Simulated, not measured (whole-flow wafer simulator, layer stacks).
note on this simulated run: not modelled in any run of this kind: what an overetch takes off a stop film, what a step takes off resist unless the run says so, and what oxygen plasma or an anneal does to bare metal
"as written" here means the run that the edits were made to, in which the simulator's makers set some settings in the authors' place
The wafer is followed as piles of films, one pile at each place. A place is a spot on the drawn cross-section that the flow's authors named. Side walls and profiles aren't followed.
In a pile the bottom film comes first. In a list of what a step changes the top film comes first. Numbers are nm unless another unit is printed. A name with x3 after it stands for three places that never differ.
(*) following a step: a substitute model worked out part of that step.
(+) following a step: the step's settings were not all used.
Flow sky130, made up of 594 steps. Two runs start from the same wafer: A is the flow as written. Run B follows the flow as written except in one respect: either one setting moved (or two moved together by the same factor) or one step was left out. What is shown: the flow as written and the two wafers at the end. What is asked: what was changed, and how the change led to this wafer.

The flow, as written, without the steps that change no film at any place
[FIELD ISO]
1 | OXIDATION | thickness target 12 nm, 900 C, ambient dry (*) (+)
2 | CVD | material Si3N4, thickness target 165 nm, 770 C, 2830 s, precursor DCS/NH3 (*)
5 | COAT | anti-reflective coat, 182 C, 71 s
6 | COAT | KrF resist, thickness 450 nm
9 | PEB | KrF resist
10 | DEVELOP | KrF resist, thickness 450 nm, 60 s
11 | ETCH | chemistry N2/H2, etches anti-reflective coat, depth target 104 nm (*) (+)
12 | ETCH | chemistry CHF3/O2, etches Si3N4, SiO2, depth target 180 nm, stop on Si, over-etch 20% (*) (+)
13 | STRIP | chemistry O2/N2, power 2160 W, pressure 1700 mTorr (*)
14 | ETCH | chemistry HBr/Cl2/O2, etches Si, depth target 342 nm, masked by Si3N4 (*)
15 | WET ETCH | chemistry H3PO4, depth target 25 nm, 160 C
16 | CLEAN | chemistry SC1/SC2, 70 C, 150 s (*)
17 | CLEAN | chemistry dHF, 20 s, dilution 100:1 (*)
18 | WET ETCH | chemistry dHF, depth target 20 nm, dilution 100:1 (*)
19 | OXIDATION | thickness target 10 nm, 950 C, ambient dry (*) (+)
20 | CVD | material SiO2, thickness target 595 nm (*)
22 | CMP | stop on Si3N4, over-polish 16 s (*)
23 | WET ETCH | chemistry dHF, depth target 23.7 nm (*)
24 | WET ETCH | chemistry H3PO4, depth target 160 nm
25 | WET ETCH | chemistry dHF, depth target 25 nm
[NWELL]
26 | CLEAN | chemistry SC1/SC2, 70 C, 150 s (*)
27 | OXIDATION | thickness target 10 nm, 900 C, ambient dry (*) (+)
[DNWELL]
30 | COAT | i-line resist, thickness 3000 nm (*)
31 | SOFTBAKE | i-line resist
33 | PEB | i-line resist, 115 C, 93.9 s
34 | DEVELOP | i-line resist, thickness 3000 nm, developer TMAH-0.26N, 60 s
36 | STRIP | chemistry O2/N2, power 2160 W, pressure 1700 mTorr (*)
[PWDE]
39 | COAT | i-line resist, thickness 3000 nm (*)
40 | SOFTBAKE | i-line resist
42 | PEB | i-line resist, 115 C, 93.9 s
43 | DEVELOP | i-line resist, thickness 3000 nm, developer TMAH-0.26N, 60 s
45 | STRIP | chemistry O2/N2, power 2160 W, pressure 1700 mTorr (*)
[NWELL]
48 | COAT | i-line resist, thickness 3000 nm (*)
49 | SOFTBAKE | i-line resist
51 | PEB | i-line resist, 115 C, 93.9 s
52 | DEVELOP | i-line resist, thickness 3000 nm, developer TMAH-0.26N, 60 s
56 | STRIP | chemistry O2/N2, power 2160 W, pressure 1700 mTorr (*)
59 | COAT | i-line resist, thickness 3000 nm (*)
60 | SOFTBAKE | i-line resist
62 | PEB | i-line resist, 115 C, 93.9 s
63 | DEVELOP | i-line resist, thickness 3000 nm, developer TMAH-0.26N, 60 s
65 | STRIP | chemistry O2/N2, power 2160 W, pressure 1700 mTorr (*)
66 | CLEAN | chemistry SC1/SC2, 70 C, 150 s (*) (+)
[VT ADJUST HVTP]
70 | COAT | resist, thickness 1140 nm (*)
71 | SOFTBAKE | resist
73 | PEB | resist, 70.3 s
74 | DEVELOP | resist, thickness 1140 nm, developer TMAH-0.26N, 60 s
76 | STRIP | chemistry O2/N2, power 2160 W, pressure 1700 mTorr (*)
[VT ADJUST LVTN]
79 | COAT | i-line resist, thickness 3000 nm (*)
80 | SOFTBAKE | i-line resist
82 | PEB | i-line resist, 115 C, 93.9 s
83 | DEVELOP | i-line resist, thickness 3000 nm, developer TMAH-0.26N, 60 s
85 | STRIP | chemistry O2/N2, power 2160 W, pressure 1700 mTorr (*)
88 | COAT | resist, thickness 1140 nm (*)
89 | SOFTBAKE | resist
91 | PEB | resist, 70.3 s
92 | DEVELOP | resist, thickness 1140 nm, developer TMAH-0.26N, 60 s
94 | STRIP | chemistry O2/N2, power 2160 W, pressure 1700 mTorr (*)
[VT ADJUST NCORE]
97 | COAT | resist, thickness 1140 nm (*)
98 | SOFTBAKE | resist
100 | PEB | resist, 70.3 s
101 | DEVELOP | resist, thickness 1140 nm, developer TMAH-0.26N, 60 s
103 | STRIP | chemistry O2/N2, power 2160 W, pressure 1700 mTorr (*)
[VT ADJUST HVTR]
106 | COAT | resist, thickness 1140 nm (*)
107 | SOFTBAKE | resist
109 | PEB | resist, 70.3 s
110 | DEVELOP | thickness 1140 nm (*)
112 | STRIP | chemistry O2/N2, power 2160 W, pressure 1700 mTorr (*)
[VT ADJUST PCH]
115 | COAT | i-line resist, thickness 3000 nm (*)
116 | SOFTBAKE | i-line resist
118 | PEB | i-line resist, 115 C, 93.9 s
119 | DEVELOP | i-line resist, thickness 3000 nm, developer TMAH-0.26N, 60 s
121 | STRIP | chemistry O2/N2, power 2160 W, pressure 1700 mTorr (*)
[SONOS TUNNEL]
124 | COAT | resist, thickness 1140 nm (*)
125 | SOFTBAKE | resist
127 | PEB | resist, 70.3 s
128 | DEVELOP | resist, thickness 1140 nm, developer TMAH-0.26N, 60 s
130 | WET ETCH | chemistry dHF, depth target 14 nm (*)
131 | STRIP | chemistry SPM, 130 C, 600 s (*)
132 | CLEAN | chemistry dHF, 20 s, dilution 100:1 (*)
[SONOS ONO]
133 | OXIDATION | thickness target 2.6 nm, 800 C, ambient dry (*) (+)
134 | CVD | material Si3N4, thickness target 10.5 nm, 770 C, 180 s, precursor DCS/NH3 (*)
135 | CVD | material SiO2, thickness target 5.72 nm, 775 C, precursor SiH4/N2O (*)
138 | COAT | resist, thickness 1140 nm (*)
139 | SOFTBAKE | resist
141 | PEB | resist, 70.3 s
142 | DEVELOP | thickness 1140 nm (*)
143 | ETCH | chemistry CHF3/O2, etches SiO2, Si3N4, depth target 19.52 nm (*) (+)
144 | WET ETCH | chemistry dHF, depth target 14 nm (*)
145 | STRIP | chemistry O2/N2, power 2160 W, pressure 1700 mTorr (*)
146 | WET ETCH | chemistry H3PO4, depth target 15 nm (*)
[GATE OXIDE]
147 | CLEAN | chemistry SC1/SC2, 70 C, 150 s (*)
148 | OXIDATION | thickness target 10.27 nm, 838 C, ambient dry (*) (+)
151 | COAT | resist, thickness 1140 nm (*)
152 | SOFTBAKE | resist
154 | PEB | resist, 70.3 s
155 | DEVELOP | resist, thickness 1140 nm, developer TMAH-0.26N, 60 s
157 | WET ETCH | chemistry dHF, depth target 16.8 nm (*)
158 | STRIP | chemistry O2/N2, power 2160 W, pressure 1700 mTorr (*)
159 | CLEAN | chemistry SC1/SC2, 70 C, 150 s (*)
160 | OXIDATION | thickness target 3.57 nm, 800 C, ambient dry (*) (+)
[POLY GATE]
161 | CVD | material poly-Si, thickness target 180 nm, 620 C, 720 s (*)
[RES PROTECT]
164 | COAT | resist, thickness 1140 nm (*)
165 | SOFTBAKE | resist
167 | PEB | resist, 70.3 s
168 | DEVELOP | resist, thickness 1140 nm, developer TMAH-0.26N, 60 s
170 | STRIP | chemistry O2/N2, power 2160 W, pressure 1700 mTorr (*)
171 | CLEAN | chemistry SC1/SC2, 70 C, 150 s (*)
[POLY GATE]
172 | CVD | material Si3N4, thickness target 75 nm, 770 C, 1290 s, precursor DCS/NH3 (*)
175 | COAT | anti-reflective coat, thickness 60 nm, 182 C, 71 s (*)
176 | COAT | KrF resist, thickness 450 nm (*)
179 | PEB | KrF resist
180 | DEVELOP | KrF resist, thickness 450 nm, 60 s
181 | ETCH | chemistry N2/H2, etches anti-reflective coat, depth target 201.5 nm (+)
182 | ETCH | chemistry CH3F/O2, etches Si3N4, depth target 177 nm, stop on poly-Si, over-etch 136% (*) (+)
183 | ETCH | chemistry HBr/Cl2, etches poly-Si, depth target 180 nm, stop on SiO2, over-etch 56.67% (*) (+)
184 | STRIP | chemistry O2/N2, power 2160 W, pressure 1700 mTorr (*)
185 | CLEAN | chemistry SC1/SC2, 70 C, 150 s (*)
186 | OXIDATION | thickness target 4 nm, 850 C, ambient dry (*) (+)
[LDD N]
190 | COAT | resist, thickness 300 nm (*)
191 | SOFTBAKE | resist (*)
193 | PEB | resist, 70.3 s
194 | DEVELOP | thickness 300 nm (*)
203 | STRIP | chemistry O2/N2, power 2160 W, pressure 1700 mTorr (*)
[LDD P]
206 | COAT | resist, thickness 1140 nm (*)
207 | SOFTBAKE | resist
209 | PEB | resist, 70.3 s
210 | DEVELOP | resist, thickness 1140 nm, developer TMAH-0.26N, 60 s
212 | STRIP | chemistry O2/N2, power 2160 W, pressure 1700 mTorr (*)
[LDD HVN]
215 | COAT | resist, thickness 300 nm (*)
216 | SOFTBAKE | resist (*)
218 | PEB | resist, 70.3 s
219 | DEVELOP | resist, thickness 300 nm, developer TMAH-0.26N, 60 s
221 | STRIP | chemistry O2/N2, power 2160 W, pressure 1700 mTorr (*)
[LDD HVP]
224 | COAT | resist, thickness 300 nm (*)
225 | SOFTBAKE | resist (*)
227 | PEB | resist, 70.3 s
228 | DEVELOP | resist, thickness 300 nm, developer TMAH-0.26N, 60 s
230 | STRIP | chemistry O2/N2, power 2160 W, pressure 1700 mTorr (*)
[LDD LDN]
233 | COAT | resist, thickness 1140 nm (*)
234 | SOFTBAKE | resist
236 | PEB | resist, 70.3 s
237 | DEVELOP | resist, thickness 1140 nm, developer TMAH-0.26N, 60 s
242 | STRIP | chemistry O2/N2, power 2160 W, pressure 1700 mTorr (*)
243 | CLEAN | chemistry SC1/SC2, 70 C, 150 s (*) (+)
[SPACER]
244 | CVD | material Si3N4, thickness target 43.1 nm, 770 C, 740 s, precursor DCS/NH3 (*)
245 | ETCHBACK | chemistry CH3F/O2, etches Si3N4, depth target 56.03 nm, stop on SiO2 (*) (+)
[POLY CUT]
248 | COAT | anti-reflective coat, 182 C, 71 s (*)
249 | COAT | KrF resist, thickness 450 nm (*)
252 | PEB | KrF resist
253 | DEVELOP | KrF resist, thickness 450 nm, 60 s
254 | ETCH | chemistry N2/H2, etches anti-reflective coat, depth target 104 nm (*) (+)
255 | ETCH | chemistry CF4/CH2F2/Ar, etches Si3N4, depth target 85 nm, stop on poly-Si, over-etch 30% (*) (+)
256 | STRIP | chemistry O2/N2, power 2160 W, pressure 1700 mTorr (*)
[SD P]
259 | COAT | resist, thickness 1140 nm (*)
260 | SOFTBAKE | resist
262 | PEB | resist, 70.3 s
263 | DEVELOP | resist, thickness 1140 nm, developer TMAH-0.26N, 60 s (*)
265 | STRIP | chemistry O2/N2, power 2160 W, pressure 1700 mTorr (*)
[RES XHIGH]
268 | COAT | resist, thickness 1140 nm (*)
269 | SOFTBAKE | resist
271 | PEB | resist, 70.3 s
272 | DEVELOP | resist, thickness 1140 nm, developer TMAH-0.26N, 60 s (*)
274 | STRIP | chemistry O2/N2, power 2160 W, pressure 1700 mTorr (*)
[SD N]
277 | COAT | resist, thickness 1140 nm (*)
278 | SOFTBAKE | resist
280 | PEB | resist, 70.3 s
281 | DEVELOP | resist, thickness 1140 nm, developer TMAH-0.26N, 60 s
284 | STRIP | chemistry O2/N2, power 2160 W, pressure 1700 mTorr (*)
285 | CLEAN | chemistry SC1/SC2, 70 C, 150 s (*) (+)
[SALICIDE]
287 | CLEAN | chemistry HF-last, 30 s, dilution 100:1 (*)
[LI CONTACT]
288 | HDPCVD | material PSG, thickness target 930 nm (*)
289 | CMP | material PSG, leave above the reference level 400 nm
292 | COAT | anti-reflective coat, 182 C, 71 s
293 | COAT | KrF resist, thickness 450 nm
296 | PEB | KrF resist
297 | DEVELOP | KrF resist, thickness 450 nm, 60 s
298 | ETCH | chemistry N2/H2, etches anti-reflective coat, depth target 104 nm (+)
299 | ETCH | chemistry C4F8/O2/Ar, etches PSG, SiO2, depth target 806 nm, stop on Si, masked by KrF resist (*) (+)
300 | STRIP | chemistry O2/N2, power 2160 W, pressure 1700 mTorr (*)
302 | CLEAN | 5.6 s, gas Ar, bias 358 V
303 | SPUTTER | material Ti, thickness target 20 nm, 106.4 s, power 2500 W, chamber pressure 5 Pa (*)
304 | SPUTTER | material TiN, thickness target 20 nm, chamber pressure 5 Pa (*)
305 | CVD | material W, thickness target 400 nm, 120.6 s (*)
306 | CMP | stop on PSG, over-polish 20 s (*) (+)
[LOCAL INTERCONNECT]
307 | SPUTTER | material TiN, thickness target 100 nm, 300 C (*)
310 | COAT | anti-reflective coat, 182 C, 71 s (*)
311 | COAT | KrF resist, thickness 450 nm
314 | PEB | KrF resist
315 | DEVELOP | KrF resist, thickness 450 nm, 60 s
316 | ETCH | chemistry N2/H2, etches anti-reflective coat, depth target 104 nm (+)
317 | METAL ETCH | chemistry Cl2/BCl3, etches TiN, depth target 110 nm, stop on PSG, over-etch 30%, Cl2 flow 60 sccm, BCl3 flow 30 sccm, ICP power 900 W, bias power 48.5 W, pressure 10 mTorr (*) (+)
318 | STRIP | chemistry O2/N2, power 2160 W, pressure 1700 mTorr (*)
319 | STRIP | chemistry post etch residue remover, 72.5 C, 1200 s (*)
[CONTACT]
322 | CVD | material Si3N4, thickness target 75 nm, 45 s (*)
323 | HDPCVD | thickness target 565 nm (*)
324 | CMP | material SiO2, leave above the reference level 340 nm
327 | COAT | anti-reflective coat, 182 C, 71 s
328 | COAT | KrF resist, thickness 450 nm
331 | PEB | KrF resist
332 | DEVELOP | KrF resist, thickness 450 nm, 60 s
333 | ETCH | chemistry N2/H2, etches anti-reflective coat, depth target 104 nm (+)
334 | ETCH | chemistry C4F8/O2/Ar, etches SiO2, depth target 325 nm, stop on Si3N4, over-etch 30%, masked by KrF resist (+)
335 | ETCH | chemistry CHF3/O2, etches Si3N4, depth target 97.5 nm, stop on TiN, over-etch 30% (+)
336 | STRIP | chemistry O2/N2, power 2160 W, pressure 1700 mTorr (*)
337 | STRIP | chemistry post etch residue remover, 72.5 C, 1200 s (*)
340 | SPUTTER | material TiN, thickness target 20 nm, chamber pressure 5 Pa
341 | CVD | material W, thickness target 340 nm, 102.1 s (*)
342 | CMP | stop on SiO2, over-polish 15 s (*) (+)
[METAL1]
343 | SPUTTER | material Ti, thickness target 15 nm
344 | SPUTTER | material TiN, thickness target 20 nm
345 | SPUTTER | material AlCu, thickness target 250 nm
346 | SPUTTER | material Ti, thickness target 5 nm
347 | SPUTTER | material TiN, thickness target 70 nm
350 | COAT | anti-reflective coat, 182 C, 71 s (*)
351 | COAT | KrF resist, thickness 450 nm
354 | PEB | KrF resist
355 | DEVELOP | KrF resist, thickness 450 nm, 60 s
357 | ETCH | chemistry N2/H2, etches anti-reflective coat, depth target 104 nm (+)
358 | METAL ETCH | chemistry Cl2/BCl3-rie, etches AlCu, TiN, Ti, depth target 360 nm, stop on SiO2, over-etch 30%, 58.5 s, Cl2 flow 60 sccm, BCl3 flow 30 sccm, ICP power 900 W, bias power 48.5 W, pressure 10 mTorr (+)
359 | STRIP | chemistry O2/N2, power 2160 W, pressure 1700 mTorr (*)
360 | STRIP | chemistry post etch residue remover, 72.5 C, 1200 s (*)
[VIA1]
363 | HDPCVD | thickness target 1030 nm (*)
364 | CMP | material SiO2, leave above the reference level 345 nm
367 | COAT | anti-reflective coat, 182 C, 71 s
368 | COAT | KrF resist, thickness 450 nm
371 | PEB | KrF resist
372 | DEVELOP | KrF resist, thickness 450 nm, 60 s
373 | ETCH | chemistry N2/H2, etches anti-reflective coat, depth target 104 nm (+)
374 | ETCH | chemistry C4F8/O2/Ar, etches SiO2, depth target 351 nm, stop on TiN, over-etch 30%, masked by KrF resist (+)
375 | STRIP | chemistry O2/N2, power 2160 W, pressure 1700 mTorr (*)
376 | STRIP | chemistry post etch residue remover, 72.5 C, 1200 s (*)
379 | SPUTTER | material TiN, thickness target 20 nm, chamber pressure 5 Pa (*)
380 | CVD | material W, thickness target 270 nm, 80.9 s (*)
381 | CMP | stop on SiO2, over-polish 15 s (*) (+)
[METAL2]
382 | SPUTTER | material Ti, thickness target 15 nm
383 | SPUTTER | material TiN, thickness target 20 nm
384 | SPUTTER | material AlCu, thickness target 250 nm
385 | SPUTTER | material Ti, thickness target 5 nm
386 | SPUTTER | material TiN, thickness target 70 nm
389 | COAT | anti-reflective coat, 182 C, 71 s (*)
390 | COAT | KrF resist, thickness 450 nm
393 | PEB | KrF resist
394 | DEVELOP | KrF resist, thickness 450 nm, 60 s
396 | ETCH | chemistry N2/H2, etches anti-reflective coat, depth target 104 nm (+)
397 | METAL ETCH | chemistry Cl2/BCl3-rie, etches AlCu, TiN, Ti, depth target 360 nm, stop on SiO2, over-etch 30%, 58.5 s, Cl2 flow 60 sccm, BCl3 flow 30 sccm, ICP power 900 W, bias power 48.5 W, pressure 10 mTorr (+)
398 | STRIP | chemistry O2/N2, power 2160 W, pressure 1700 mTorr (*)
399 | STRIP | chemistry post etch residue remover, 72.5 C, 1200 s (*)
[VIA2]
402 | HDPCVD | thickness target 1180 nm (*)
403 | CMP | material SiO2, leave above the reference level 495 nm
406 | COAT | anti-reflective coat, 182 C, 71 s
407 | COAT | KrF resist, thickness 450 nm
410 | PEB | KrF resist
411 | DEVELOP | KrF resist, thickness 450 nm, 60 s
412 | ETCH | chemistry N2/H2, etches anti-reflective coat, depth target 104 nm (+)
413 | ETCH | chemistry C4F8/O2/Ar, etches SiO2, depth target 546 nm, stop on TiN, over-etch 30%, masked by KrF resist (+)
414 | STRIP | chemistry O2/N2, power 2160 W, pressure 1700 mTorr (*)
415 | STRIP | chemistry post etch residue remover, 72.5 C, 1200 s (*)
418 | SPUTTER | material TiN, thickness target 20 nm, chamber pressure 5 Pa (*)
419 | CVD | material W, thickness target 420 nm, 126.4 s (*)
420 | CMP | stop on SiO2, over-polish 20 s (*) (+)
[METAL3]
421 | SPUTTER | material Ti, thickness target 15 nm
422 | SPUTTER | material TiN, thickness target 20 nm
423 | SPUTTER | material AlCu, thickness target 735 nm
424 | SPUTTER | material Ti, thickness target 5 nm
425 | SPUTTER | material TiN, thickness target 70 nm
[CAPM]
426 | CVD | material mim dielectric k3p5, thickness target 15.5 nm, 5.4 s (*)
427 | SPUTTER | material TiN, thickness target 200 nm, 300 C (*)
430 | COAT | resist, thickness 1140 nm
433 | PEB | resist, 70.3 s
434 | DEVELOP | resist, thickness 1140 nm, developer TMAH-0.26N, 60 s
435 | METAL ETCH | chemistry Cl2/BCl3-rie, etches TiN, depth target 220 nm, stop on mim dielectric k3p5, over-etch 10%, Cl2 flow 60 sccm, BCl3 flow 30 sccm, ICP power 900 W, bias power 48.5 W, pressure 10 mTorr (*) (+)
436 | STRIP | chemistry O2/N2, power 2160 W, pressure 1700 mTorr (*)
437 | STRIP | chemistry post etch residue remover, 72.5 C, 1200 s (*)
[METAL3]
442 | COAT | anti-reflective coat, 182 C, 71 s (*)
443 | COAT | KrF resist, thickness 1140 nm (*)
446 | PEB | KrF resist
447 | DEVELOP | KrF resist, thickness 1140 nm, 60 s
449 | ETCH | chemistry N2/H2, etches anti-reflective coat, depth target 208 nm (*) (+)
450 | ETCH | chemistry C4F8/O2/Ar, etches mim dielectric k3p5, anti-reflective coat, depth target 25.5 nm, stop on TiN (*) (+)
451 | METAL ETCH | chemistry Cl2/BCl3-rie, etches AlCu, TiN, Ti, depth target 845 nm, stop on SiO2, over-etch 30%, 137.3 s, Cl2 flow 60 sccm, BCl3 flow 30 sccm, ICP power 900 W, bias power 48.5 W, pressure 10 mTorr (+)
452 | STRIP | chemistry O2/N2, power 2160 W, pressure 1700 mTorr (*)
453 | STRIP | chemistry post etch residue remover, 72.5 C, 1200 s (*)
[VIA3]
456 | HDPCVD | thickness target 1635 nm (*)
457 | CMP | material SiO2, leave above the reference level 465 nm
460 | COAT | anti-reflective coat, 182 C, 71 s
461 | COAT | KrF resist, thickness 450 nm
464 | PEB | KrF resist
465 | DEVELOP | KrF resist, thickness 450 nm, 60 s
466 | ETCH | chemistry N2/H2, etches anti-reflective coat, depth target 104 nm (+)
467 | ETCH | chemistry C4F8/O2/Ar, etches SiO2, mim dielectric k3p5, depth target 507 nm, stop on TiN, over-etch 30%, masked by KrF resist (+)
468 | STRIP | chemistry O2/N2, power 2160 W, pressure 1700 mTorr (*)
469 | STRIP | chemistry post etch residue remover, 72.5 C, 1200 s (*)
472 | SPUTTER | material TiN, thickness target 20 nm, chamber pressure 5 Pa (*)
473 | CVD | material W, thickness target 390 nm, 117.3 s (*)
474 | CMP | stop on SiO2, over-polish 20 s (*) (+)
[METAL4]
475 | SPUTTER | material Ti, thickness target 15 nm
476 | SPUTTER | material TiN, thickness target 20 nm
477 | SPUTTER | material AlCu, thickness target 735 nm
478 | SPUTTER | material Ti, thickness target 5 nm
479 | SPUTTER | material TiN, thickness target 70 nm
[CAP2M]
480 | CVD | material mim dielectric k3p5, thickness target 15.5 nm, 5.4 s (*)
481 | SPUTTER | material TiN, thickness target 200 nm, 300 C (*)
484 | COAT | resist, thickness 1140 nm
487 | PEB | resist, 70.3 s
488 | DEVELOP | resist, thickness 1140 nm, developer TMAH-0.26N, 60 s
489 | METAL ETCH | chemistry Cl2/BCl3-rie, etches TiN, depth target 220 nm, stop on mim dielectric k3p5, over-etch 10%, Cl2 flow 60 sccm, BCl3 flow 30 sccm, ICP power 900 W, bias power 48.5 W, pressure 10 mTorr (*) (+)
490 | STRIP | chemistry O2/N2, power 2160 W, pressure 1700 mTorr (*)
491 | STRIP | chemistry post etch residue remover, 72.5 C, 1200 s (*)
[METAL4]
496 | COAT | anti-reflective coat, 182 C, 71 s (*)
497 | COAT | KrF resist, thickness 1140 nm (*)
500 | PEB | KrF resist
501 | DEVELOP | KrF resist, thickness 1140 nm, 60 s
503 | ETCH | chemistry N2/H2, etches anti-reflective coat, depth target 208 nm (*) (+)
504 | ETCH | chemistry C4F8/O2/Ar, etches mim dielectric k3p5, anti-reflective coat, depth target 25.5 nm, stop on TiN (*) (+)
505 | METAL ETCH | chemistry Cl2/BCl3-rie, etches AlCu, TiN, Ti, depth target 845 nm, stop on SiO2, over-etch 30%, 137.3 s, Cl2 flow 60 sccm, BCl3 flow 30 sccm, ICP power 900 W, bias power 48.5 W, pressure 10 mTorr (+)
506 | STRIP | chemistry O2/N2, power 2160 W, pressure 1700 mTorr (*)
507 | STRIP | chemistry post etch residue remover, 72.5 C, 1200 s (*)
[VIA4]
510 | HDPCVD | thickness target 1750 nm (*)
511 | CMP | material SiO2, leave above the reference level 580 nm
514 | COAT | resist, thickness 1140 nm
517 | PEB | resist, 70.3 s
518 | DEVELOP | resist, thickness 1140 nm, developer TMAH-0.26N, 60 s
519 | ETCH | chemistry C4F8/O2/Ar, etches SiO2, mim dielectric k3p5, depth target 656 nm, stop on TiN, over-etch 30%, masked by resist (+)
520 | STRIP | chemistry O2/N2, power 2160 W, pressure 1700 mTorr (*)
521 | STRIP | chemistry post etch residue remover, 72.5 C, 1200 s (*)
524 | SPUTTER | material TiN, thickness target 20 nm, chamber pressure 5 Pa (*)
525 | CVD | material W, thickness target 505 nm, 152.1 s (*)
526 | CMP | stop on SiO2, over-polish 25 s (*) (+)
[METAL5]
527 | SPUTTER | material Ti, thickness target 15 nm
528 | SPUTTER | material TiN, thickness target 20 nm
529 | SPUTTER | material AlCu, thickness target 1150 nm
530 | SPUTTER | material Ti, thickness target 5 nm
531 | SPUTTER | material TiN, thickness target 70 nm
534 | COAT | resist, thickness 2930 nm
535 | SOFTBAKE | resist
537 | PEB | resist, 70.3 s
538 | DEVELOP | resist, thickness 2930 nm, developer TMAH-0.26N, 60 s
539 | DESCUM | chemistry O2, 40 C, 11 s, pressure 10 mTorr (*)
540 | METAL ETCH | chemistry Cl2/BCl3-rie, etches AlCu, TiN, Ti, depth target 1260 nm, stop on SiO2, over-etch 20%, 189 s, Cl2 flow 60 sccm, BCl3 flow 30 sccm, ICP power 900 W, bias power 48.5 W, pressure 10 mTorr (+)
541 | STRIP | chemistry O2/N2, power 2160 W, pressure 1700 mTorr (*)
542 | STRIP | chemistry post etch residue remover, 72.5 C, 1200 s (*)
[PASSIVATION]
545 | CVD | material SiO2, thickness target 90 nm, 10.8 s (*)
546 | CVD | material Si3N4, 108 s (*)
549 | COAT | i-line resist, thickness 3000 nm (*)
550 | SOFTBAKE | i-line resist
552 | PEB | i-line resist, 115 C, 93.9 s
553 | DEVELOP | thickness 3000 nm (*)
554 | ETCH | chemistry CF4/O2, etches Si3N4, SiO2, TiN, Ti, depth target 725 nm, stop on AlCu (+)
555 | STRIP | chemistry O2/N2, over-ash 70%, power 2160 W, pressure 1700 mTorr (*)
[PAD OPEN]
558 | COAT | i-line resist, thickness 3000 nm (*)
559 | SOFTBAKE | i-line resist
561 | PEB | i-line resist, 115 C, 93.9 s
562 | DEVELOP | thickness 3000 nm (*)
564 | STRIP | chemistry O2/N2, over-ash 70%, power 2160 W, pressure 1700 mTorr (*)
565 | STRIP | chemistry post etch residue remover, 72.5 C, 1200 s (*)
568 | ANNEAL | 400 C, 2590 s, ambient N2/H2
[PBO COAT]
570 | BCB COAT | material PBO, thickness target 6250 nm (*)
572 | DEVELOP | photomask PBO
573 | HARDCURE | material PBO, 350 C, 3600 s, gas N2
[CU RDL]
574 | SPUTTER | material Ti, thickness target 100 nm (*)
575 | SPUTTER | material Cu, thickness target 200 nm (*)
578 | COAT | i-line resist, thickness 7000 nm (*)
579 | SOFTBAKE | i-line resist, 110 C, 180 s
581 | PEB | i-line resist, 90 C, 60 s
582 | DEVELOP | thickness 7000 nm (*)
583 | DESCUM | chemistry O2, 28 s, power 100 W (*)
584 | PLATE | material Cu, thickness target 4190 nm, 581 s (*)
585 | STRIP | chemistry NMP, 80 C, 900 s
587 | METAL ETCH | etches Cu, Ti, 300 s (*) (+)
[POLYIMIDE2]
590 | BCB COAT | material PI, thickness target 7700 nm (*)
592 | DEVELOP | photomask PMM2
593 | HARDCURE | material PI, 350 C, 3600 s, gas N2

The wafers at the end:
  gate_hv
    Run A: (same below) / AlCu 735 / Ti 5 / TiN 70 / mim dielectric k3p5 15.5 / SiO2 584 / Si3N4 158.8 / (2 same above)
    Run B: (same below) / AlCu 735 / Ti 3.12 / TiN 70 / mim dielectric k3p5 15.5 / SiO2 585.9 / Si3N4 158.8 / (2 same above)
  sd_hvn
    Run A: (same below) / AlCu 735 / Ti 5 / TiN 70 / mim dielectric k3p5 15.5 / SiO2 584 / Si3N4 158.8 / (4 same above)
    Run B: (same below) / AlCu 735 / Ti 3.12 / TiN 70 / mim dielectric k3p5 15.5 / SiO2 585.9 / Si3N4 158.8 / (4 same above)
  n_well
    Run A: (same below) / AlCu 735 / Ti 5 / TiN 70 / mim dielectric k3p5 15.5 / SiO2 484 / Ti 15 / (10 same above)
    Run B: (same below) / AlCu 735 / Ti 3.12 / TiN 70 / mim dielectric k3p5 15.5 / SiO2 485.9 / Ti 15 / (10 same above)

The reason: step 478, SPUTTER: thickness target 3.12 nm was run, though the flow has thickness target 5 nm.
One can read it off the wafer: gate_hv has Ti 3.12, and step 478 as written asks for 5 nm.

The path from the change to this, step by step:
  478 | SPUTTER | material Ti, thickness target 5 nm
      field, active, n_well and 189 more: A Ti gains 5 (new film) | B Ti gains 3.12 (new film)
  505 | METAL ETCH | chemistry Cl2/BCl3-rie, etches AlCu, TiN, Ti, depth target 845 nm, stop on SiO2, over-etch 30%, 137.3 s, Cl2 flow 60 sccm, BCl3 flow 30 sccm, ICP power 900 W, bias power 48.5 W, pressure 10 mTorr (+)
      field, gate, spacer and 68 more: A TiN loses 70 (all of it), Ti loses 5 (all of it), AlCu loses 735 (all of it), TiN loses 20 (all of it), Ti loses 15 (all of it), SiO2 loses 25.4 | B TiN loses 70 (all of it), Ti loses 3.12 (all of it), AlCu loses 735 (all of it), TiN loses 20 (all of it), Ti loses 15 (all of it), SiO2 loses 25.5
      active, vpp_iso1, mim_edge_plate and 14 more: A TiN loses 70 (all of it), Ti loses 5 (all of it), AlCu loses 735 (all of it), TiN loses 20 (all of it), Ti loses 15 (all of it), SiO2 loses 25.3 | B TiN loses 70 (all of it), Ti loses 3.12 (all of it), AlCu loses 735 (all of it), TiN loses 20 (all of it), Ti loses 15 (all of it), SiO2 loses 25.5
